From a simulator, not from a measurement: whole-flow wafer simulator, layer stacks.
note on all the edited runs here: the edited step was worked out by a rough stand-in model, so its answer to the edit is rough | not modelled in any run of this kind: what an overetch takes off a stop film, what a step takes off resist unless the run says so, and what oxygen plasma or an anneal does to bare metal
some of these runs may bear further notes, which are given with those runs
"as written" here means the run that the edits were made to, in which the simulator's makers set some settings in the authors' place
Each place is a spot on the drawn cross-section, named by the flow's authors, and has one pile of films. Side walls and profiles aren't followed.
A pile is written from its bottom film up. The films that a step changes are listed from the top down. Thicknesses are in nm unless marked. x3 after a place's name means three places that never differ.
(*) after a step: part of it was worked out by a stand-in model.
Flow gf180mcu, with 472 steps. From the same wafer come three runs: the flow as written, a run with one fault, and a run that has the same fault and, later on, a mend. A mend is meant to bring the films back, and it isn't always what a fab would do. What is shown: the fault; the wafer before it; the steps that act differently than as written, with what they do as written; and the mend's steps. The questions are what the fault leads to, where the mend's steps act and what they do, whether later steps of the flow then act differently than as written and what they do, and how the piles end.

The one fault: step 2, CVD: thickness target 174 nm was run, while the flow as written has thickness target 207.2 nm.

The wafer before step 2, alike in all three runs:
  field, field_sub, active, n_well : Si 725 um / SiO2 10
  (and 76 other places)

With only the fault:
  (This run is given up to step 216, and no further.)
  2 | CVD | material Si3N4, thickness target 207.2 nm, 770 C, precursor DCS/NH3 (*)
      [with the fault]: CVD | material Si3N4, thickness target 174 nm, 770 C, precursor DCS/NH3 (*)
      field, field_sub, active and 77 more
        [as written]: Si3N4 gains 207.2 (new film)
        [with the fault]: Si3N4 gains 174 (new film)
  Later steps of the flow acting differently than as written (not shown: 37 more steps that differ only slightly, by at most 2% or 0.5 nm, whichever is larger):
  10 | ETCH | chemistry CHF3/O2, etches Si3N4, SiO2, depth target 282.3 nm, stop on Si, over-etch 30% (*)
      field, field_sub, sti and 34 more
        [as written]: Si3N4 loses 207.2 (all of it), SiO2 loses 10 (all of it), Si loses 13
        [with the fault]: Si3N4 loses 174 (all of it), SiO2 loses 10 (all of it), Si loses 19.7
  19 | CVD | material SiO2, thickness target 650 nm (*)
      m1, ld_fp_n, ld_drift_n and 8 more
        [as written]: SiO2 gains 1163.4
        [with the fault]: SiO2 gains 1130.2
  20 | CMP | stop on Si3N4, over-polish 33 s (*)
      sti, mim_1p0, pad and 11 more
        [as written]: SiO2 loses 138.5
        [with the fault]: SiO2 loses 171.6
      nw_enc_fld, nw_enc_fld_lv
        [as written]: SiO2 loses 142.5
        [with the fault]: SiO2 loses 175.6
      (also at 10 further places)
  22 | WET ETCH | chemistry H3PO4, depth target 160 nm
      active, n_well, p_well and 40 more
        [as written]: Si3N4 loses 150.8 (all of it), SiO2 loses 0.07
        [with the fault]: Si3N4 loses 117.6 (all of it), SiO2 loses 0.33
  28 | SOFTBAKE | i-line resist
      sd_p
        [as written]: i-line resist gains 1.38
        [with the fault]: nothing
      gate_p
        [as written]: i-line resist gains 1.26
        [with the fault]: nothing
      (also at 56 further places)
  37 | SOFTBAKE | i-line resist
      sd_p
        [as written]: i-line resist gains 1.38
        [with the fault]: nothing
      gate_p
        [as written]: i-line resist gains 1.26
        [with the fault]: nothing
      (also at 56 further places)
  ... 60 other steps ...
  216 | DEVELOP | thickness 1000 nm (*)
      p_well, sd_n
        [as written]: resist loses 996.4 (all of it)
        [with the fault]: resist loses 963.4 (all of it)
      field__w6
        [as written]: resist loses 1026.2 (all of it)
        [with the fault]: resist loses 1071.5 (all of it)
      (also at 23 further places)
  Once step 216 is done, the piles at field, field__w1, field__w2 and 67 more depart from the flow's by more than 2% or 0.5 nm, whichever is larger.
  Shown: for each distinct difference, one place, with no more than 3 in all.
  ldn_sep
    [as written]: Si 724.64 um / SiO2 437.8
    [with the fault]: Si 724.64 um / SiO2 404.9
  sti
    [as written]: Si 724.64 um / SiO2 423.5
    [with the fault]: Si 724.64 um / SiO2 390.6
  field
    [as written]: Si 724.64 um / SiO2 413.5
    [with the fault]: Si 724.64 um / SiO2 380.6

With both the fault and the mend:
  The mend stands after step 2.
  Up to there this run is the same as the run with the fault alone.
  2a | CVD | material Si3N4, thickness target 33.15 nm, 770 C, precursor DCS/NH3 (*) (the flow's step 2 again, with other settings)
      field, field_sub, active and 77 more
        Si3N4 gains 33.2
  Every later step of the flow that is run acts as written at every place that is followed.
  By the end, the piles equal the flow's at every place that both follow.
